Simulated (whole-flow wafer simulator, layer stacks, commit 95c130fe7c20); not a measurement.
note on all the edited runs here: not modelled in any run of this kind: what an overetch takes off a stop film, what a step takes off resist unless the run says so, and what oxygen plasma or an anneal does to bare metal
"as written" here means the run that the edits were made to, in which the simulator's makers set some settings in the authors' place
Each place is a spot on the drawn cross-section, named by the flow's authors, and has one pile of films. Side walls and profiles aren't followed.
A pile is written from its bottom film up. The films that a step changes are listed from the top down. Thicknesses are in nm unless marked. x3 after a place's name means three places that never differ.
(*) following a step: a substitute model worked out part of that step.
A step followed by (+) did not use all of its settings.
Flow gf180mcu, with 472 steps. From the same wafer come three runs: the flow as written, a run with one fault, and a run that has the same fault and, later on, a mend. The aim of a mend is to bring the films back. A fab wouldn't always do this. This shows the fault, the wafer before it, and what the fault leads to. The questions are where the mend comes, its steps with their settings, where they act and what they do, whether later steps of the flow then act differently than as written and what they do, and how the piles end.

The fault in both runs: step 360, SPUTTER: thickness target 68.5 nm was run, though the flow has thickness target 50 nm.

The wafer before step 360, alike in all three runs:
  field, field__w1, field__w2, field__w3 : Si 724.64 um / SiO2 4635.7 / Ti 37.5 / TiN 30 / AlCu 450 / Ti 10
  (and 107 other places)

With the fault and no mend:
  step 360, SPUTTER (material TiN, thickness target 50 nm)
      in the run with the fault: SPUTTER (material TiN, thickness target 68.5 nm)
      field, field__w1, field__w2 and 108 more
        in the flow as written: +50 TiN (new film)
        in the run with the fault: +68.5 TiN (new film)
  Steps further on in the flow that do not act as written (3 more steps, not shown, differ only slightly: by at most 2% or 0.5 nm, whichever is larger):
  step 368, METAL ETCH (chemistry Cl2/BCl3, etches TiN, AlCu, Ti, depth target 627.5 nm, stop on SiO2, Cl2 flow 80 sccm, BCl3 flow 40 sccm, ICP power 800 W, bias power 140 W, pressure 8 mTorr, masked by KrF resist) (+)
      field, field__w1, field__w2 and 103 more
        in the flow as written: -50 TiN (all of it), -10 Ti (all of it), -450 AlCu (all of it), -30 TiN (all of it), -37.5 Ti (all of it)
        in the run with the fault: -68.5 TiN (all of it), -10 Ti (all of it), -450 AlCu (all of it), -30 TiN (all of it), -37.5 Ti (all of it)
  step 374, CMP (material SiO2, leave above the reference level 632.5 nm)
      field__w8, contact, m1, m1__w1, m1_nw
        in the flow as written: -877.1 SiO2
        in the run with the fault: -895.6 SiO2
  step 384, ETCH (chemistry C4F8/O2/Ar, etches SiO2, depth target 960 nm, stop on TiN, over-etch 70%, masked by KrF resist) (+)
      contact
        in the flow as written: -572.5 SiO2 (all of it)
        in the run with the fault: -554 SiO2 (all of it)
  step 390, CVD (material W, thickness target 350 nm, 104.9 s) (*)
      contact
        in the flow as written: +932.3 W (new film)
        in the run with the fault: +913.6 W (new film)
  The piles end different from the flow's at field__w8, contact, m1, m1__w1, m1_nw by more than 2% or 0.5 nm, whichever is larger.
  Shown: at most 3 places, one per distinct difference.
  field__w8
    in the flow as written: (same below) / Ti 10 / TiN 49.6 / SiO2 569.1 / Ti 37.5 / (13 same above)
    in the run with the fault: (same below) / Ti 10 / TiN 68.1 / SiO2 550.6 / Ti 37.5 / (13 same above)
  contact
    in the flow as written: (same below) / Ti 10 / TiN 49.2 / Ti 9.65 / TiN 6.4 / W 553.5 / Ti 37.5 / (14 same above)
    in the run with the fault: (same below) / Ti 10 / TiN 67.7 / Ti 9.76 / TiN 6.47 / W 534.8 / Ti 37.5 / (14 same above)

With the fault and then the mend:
  The mend follows step 360.
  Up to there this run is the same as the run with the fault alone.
  step 360a, METAL ETCH (chemistry Cl2/BCl3, etches TiN, AlCu, Ti, depth target 18.5 nm, Cl2 flow 80 sccm, BCl3 flow 40 sccm, ICP power 800 W, bias power 140 W, pressure 8 mTorr) (a further turn of the flow's step 260, with different settings)
      field, field__w1, field__w2 and 108 more
        -18.5 TiN
  Every later step of the flow that is run acts as written at every place that is followed.
  At every place that both follow, the piles at the end match the flow's.
